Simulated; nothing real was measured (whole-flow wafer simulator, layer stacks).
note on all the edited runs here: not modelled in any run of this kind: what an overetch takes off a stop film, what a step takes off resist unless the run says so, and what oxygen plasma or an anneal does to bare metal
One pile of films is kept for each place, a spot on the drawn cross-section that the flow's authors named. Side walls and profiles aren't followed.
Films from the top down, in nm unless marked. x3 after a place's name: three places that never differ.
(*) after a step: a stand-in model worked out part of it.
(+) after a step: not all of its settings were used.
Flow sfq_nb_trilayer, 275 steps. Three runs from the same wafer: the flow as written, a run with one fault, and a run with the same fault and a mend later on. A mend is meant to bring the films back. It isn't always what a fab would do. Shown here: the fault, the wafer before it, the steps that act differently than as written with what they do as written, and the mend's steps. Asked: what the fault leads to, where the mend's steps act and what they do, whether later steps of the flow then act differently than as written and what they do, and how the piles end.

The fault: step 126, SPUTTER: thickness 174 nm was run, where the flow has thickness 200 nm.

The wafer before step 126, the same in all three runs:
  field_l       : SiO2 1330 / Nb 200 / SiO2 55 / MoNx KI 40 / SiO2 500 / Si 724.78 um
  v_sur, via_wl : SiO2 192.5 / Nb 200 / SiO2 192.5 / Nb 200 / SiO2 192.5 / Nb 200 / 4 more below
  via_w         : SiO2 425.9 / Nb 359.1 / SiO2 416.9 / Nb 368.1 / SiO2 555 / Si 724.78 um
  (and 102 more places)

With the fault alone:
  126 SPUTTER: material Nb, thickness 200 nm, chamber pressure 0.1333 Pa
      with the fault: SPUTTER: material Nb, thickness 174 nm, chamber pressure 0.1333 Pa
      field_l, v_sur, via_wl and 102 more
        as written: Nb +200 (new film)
        with the fault: Nb +174 (new film)
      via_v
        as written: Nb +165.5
        with the fault: Nb +143.8
  Later steps of the flow that act differently than as written (5 more steps differ only slightly, by at most 2% or 0.5 nm, whichever is larger, and aren't shown):
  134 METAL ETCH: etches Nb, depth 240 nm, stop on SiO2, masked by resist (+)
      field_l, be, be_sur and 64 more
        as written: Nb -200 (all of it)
        with the fault: Nb -174 (all of it)
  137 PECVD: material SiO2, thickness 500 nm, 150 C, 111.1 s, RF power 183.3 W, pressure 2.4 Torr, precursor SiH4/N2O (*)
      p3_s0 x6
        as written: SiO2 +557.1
        with the fault: SiO2 +531.1
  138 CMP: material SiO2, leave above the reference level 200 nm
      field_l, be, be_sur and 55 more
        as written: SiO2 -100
        with the fault: SiO2 -126
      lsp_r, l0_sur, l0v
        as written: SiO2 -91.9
        with the fault: SiO2 -119
  At the end the piles differ from the flow's by more than 2% or 0.5 nm, whichever is larger, at v_sur, via_wl, via_w and 36 more.
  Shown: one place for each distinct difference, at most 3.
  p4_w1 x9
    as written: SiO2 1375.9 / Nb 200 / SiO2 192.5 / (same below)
    with the fault: SiO2 1375.9 / Nb 174 / SiO2 192.5 / (same below)
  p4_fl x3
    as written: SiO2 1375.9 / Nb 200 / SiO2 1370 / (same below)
    with the fault: SiO2 1375.9 / Nb 174 / SiO2 1370 / (same below)
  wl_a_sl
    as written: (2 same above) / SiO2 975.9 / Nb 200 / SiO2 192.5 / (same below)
    with the fault: (2 same above) / SiO2 975.9 / Nb 174 / SiO2 192.5 / (same below)

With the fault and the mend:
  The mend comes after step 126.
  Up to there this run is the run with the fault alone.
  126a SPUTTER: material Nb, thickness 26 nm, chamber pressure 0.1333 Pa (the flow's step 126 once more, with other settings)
      field_l, v_sur, via_wl and 102 more
        Nb +26
      via_v
        Nb +19.7
  No later step of the flow acts differently than as written, at any place that is followed, by more than 2% or 0.5 nm, whichever is larger.
  At the end the piles differ from the flow's only slightly at the places that both follow, by at most 2% or 0.5 nm, whichever is larger.
